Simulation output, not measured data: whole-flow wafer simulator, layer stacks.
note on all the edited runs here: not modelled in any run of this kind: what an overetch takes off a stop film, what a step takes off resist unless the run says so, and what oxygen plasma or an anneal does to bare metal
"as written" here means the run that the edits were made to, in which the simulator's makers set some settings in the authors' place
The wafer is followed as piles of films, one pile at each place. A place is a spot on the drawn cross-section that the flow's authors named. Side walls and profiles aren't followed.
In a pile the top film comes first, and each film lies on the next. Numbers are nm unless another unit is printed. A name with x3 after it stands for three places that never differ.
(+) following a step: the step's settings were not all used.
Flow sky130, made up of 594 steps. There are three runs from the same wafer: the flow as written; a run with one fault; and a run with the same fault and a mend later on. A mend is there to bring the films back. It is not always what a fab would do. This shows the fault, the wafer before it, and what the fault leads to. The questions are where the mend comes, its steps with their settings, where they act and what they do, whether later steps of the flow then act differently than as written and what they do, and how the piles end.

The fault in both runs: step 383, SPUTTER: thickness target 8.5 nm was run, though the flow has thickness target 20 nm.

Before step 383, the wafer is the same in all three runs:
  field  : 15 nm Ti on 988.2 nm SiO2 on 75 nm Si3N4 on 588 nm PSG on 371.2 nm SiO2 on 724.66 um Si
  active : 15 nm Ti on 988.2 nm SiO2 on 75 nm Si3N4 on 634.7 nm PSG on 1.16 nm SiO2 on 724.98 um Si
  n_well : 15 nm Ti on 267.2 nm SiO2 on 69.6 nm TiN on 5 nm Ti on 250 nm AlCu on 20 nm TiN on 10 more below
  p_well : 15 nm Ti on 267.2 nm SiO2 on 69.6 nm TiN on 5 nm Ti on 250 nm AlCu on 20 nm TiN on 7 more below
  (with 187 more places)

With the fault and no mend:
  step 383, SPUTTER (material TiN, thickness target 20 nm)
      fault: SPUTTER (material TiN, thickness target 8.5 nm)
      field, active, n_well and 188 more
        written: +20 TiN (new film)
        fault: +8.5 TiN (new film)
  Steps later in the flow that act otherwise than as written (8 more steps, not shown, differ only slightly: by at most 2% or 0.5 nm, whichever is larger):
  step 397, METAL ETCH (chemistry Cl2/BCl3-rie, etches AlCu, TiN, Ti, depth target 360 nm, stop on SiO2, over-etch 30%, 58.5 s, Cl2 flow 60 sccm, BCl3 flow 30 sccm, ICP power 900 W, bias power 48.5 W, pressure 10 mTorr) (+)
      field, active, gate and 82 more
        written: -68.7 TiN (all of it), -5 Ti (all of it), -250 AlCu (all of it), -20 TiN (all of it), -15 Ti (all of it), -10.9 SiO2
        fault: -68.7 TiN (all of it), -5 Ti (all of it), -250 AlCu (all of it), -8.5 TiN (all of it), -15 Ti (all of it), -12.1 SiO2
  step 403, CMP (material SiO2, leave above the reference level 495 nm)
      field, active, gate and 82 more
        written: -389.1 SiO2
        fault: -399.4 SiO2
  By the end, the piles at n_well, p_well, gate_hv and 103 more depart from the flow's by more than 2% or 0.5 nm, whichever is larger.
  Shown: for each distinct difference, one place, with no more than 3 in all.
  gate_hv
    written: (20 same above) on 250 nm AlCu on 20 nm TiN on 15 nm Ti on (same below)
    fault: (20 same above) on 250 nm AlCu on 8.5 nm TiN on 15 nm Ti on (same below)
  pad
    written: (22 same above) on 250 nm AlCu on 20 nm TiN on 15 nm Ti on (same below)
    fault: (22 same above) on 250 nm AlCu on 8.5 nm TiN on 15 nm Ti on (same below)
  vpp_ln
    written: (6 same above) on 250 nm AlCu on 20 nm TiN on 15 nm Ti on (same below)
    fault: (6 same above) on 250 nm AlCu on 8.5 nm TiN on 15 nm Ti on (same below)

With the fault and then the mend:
  The mend stands after step 383.
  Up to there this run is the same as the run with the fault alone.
  step 383a, SPUTTER (material TiN, thickness target 11.5 nm) (a further turn of the flow's step 383, with different settings)
      field, active, n_well and 188 more
        +11.5 TiN
  None of the later steps of the flow acts differently than as written at any place that is followed.
  At every place that both follow, the piles at the end match the flow's.
